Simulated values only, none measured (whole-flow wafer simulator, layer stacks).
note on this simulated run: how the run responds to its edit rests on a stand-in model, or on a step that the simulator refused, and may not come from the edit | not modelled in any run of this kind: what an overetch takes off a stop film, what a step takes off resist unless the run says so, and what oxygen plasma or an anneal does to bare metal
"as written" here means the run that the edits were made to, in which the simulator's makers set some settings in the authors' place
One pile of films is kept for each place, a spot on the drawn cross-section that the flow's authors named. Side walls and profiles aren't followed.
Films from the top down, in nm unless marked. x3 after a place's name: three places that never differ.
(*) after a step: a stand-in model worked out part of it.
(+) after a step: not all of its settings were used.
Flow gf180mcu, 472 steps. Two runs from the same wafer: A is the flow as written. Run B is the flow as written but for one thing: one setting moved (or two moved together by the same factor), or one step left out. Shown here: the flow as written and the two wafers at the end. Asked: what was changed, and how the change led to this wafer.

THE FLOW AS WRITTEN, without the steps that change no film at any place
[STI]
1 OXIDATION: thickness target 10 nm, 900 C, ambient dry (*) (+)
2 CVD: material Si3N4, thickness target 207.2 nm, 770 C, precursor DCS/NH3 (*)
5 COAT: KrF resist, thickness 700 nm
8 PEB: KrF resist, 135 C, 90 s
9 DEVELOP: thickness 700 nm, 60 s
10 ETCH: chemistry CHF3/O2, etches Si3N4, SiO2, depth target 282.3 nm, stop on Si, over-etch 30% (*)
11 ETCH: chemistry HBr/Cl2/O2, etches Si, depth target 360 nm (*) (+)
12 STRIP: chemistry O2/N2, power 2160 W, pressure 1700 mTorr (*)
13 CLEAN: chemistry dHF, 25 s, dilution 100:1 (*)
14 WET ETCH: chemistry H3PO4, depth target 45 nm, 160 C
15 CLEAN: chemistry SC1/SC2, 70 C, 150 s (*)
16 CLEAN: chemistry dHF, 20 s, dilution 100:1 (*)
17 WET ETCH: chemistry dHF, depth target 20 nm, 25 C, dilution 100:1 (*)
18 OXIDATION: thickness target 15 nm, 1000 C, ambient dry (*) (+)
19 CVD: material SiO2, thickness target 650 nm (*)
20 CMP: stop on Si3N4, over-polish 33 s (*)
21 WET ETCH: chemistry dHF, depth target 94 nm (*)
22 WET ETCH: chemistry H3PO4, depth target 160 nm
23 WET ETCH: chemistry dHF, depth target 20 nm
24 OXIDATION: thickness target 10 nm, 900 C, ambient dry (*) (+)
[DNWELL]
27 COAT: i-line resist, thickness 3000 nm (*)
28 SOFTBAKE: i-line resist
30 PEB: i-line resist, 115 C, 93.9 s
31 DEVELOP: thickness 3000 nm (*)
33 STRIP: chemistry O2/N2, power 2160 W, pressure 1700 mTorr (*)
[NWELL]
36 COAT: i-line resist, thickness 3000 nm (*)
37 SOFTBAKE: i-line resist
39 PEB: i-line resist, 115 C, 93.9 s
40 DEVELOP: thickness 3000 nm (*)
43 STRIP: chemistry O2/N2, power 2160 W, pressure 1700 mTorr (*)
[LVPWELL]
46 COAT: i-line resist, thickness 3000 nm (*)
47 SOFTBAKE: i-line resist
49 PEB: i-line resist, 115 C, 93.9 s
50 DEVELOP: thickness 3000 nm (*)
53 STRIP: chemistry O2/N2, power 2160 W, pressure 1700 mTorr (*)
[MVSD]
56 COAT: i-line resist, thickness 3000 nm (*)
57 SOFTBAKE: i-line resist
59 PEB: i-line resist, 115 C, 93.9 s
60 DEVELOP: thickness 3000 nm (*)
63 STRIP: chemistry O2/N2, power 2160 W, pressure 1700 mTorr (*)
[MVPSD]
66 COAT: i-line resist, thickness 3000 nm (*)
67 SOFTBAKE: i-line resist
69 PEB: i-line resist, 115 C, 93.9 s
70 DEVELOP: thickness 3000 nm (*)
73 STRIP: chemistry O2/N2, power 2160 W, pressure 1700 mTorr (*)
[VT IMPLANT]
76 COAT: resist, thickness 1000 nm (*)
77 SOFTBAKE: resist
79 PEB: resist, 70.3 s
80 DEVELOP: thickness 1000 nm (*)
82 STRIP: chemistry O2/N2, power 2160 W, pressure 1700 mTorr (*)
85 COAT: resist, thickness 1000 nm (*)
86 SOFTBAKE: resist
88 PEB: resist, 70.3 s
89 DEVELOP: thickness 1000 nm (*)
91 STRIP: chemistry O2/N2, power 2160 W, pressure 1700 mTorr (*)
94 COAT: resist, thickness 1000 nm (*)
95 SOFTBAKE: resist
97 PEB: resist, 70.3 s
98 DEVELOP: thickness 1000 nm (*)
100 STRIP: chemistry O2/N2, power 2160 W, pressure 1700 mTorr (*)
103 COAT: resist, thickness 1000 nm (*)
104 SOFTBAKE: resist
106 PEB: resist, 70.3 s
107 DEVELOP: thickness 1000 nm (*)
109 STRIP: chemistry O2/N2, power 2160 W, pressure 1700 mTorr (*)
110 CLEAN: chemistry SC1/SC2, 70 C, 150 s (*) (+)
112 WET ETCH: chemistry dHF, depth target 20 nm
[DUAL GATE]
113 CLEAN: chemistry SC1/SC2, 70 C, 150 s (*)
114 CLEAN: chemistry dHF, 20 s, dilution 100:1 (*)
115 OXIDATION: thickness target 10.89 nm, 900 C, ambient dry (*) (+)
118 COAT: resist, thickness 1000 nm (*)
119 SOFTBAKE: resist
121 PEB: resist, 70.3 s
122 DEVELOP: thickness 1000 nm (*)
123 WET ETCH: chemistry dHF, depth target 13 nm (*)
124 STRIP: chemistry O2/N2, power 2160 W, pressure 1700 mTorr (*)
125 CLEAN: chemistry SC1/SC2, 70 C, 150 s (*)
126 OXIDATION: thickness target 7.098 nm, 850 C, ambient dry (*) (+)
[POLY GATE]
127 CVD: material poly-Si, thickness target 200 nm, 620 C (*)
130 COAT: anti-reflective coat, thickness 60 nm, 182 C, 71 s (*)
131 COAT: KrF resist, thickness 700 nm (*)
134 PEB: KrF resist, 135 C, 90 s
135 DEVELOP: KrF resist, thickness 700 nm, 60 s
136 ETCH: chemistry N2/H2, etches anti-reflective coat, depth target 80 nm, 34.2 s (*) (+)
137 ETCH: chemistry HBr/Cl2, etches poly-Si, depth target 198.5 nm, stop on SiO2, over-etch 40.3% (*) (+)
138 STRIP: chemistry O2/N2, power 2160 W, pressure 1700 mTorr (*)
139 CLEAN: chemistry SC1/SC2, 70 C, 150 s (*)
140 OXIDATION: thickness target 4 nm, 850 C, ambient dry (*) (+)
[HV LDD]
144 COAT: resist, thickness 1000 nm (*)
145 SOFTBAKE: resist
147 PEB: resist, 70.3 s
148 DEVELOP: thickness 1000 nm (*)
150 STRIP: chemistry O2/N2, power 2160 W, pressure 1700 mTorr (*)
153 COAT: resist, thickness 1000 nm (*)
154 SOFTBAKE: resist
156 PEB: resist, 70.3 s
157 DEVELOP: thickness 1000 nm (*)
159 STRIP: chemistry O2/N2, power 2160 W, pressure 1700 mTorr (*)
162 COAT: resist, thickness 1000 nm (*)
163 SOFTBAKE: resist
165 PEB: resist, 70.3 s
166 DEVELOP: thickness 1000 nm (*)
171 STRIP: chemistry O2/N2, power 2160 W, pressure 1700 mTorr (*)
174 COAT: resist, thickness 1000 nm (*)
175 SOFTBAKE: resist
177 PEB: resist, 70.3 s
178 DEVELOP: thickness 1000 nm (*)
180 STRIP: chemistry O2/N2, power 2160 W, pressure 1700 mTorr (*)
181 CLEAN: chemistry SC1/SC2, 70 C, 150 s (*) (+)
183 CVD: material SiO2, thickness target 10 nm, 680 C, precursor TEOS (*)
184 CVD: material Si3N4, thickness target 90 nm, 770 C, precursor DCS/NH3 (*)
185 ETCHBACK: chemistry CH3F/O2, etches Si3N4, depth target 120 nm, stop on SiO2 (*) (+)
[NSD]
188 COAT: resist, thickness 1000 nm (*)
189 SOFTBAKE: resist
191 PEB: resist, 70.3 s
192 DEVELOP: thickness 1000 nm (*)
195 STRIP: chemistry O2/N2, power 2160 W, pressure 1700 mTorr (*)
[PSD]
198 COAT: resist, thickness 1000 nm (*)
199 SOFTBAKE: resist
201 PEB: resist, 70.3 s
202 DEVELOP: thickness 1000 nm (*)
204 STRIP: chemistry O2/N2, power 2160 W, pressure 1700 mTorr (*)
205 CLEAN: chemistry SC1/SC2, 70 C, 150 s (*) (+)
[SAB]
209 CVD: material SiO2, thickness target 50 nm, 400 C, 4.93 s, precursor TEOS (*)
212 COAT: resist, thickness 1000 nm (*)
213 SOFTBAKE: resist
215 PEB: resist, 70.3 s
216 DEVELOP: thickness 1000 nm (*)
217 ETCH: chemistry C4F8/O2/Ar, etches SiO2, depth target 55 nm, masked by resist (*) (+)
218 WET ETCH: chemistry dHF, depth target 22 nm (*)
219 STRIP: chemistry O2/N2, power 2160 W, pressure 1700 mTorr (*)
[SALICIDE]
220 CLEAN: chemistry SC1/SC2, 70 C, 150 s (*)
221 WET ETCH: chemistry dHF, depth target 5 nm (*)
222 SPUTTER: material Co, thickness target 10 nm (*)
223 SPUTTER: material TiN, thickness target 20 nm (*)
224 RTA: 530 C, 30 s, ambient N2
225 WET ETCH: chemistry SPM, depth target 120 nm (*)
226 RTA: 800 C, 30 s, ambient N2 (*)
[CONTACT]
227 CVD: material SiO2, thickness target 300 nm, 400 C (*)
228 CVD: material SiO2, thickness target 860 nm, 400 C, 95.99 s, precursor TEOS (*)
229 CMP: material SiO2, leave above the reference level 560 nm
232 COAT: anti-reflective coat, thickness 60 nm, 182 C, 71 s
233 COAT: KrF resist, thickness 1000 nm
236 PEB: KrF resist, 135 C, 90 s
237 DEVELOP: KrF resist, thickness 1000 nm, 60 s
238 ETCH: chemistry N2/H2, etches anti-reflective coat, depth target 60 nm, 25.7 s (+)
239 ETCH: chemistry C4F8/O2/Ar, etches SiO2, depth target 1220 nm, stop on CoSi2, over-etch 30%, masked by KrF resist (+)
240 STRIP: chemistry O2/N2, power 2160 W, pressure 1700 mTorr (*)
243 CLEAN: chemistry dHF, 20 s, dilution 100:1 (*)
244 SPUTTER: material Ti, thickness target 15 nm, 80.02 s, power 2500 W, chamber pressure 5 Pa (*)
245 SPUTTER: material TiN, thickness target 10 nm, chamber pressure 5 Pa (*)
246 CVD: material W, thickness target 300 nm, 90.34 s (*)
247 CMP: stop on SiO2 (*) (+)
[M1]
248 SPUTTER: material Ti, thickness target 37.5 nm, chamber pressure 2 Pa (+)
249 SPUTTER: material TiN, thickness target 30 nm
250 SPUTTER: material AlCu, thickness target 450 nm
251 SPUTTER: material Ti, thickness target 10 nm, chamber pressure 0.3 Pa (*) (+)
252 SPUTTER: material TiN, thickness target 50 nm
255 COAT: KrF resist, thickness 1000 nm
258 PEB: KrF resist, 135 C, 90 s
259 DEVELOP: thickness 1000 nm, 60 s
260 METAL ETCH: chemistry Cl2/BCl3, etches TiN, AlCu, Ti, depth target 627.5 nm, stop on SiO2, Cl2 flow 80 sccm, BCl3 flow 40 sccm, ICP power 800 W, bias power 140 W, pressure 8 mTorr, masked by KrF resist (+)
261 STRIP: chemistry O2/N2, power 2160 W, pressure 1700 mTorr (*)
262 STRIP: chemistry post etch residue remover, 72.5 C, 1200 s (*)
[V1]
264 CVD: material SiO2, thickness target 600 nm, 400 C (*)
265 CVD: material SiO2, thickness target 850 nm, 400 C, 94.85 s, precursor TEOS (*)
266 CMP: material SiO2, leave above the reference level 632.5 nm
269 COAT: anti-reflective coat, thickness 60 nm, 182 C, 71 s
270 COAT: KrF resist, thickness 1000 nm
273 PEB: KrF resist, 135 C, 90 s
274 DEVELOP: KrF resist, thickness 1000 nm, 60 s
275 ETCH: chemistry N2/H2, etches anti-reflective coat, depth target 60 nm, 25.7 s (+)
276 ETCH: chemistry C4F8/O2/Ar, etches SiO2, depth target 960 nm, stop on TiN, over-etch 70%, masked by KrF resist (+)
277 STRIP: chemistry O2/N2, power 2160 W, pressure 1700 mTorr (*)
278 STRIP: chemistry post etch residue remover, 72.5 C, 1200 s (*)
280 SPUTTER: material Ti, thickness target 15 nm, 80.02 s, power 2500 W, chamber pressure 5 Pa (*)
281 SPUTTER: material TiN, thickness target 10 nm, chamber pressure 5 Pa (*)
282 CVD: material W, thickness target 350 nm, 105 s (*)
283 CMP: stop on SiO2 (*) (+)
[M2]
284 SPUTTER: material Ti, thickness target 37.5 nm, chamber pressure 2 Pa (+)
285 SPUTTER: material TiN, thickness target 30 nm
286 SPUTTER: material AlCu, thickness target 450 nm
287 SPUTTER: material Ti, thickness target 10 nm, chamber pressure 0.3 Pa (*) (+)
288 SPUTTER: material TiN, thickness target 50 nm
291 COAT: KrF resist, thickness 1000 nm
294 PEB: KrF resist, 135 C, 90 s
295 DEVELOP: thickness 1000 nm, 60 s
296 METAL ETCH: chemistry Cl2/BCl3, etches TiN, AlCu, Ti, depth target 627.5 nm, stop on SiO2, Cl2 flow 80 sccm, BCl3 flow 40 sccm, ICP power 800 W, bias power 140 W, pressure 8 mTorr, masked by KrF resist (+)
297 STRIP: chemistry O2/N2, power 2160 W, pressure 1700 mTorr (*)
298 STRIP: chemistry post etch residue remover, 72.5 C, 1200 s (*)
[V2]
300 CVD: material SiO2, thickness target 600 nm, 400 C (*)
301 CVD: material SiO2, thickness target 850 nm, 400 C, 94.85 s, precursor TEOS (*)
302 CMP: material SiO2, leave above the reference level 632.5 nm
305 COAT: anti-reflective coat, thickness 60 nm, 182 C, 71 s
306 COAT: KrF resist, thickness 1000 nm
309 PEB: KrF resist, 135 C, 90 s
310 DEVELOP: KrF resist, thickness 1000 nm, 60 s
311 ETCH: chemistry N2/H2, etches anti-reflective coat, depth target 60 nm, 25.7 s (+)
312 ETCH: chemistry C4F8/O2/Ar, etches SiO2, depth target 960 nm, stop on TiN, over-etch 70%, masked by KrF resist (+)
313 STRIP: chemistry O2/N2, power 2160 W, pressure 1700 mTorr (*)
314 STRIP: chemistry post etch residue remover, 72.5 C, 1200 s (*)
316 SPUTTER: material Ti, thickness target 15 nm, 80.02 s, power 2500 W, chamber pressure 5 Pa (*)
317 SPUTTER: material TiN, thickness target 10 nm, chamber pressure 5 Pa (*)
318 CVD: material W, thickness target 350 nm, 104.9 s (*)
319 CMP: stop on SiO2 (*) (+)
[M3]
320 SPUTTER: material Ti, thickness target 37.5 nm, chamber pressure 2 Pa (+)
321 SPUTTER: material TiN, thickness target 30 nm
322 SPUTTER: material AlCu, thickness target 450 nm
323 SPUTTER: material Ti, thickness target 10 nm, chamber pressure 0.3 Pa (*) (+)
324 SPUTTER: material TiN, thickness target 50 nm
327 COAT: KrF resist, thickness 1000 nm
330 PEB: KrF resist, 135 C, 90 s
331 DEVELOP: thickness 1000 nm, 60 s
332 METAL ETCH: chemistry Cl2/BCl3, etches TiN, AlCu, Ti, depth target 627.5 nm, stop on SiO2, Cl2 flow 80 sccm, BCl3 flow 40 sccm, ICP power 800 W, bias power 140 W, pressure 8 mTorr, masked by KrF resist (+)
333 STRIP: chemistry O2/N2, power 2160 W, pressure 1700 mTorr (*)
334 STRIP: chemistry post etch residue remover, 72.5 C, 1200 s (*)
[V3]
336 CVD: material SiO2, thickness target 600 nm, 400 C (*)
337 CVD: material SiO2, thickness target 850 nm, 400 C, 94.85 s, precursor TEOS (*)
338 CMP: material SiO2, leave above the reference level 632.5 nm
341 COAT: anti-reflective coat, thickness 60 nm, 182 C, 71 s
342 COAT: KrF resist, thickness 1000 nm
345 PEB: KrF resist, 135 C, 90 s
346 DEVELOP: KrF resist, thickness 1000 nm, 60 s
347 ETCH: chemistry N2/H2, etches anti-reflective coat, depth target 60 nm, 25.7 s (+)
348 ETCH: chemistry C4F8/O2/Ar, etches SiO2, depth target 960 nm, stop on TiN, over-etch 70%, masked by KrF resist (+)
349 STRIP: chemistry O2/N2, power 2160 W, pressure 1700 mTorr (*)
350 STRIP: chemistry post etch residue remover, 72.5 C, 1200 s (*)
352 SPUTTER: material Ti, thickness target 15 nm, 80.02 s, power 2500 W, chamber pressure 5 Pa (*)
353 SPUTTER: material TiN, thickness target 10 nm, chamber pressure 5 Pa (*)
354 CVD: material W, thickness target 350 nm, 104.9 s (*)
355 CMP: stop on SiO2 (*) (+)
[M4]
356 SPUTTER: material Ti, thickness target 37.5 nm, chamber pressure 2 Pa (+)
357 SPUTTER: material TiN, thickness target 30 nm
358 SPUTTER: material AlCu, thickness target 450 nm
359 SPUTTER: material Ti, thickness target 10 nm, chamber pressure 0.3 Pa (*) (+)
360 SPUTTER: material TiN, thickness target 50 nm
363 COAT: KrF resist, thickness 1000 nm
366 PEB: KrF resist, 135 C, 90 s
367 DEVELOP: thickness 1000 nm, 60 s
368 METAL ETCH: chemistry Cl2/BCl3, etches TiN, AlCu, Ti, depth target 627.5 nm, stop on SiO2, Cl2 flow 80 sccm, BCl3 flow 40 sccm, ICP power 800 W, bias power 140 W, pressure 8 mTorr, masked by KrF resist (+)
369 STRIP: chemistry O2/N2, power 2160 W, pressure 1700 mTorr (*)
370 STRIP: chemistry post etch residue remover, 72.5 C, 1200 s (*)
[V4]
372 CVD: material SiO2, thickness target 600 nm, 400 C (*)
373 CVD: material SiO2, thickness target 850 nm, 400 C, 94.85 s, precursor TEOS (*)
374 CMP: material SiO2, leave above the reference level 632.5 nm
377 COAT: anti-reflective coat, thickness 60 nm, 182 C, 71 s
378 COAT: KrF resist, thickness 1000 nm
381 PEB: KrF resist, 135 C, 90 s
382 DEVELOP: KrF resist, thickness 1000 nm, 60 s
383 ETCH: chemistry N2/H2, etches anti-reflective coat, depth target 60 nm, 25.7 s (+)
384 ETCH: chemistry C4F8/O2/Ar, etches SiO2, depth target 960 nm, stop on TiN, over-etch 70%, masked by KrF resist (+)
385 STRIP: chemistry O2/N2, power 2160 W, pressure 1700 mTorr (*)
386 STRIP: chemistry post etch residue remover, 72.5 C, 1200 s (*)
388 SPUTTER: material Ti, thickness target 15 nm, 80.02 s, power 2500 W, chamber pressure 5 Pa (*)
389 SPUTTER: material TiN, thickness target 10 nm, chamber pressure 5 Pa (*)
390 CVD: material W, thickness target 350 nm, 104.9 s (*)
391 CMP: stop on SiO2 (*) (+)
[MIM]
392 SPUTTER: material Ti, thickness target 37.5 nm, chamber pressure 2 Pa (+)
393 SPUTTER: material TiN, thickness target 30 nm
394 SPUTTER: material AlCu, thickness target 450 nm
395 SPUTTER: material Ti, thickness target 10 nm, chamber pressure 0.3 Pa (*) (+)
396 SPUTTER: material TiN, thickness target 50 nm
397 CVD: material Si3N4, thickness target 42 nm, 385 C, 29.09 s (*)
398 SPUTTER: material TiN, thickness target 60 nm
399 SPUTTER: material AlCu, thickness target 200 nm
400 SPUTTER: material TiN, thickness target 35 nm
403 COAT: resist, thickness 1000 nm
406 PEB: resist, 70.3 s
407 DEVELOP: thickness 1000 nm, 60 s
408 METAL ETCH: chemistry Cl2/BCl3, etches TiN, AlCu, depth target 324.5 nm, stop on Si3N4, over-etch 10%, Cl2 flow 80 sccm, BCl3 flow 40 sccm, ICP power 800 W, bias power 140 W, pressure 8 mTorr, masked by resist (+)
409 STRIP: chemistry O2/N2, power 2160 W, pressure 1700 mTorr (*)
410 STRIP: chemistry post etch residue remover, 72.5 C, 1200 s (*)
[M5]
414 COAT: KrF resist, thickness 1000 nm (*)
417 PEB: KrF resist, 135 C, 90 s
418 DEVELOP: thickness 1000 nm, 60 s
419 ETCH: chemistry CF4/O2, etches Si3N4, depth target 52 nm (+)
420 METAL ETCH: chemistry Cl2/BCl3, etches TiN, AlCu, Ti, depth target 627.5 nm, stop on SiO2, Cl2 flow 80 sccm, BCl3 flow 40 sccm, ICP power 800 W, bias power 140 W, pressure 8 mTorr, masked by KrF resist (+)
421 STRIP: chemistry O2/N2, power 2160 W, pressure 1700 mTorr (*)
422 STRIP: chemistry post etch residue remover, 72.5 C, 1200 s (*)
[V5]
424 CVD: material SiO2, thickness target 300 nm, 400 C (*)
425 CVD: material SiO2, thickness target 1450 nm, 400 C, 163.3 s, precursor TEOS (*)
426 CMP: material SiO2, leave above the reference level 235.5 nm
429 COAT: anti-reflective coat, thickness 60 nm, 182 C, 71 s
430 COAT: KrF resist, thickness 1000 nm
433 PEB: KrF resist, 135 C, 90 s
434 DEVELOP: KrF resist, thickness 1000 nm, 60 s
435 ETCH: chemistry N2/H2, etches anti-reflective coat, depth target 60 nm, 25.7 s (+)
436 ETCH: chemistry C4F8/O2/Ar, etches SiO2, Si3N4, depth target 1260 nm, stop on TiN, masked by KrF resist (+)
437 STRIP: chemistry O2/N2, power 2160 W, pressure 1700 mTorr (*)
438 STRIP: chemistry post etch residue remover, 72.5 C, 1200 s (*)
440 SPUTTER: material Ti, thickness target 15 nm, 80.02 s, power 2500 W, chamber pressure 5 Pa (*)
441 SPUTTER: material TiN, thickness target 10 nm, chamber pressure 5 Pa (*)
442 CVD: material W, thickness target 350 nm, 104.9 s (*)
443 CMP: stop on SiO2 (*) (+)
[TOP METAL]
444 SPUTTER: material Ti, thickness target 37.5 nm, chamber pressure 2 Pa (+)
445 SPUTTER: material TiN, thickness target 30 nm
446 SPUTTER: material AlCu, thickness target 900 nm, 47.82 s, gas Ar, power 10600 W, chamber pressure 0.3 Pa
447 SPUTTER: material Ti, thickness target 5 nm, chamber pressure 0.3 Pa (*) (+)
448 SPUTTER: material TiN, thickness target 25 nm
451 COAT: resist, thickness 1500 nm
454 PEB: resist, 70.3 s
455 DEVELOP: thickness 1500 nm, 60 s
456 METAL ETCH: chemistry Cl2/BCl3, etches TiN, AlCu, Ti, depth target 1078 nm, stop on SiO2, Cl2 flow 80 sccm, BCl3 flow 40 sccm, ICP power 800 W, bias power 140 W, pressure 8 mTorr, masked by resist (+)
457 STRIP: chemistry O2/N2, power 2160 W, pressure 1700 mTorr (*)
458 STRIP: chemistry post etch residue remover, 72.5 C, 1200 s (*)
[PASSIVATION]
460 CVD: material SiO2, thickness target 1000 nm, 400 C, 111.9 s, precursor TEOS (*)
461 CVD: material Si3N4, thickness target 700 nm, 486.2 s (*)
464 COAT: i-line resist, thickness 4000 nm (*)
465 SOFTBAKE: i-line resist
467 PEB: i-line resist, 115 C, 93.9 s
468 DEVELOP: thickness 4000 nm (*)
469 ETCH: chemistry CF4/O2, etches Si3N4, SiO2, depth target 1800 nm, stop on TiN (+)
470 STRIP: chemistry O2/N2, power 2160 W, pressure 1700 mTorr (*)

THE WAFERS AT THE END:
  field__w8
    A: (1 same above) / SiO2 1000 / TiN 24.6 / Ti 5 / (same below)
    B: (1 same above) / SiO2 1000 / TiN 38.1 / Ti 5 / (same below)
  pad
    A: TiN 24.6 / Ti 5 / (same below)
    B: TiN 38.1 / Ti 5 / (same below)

The cause: step 448, SPUTTER: thickness target 38.5 nm was run, where the flow has thickness target 25 nm.

How the change led to this, step by step:
  448 SPUTTER: material TiN, thickness target 25 nm
      field, field__w1, field__w2 and 109 more: A TiN +25 (new film) | B TiN +38.5 (new film)
  456 METAL ETCH: chemistry Cl2/BCl3, etches TiN, AlCu, Ti, depth target 1078 nm, stop on SiO2, Cl2 flow 80 sccm, BCl3 flow 40 sccm, ICP power 800 W, bias power 140 W, pressure 8 mTorr, masked by resist (+)
      field, field__w1, field__w2 and 103 more: A TiN -25 (all of it), Ti -5 (all of it), AlCu -900 (all of it), TiN -30 (all of it), Ti -37.5 (all of it) | B TiN -38.5 (all of it), Ti -5 (all of it), AlCu -900 (all of it), TiN -30 (all of it), Ti -37.5 (all of it)
  465 SOFTBAKE: i-line resist
      gate: A i-line resist +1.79 | B i-line resist -0.24
      ld_acc_p, ld_fp_p, ld_drift_p: A i-line resist +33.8 | B i-line resist +27.5
      (and at 57 more places)
